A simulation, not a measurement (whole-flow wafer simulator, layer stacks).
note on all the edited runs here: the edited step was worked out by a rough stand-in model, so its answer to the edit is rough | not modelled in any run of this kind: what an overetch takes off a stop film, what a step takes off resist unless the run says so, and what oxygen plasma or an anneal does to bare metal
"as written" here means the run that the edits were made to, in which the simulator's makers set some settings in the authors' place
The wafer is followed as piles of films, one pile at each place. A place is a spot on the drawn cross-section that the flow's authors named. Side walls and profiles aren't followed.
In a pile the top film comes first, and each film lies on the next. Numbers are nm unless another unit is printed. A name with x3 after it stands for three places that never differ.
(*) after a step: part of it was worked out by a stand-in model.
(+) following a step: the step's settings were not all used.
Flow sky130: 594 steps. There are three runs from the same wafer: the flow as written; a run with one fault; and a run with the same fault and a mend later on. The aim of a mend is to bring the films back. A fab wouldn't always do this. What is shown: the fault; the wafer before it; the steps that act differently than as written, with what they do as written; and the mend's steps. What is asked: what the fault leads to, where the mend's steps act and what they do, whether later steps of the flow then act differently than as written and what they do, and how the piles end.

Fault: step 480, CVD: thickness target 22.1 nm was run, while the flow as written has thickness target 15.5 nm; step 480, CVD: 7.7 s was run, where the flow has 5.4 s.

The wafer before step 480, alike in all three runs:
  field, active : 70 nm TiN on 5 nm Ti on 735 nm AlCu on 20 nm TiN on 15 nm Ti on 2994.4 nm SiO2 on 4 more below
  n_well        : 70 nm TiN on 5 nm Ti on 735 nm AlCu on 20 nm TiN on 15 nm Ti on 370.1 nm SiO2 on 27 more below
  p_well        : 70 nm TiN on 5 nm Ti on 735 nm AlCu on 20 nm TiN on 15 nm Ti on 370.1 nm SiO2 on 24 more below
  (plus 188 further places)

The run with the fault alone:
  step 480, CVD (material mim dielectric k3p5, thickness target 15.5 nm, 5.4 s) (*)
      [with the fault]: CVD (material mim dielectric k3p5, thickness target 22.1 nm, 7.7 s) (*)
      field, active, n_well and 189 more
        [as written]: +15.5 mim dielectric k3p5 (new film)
        [with the fault]: +22.1 mim dielectric k3p5 (new film)
  Steps later in the flow that act otherwise than as written (6 other steps are not shown; they differ only slightly, by no more than 2% or 0.5 nm, whichever is larger):
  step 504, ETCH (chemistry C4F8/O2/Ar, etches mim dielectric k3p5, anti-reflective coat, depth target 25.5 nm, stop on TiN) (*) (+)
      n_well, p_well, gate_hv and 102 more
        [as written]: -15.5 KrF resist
        [with the fault]: -17 KrF resist
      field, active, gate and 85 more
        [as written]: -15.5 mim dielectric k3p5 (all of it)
        [with the fault]: -22.1 mim dielectric k3p5 (all of it)
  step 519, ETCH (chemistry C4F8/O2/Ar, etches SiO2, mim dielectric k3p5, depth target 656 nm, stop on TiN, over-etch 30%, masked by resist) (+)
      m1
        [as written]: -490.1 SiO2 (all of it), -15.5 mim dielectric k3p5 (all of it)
        [with the fault]: -483.5 SiO2 (all of it), -22.1 mim dielectric k3p5 (all of it)
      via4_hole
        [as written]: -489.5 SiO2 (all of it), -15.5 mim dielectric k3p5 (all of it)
        [with the fault]: -482.9 SiO2 (all of it), -22.1 mim dielectric k3p5 (all of it)
  At n_well, p_well, gate_hv and 100 more, the piles at the end differ from the flow's by more than 2% or 0.5 nm, whichever is larger.
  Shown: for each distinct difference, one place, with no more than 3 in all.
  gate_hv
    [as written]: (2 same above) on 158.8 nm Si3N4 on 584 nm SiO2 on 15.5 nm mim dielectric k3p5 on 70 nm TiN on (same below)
    [with the fault]: (2 same above) on 158.8 nm Si3N4 on 577.4 nm SiO2 on 22.1 nm mim dielectric k3p5 on 70 nm TiN on (same below)
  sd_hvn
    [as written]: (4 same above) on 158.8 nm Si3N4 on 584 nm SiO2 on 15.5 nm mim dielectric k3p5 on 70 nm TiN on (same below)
    [with the fault]: (4 same above) on 158.8 nm Si3N4 on 577.4 nm SiO2 on 22.1 nm mim dielectric k3p5 on 70 nm TiN on (same below)
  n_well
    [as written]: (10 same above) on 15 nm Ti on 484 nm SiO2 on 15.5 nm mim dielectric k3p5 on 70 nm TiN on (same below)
    [with the fault]: (10 same above) on 15 nm Ti on 477.4 nm SiO2 on 22.1 nm mim dielectric k3p5 on 70 nm TiN on (same below)

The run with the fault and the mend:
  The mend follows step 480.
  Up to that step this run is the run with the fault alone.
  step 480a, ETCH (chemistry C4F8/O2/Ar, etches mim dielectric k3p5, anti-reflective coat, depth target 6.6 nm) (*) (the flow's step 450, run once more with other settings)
      field, active, n_well and 189 more
        -6.6 mim dielectric k3p5
  Later steps of the flow that are run all act as written at every place that is followed.
  At every place that both follow, the piles at the end match the flow's.
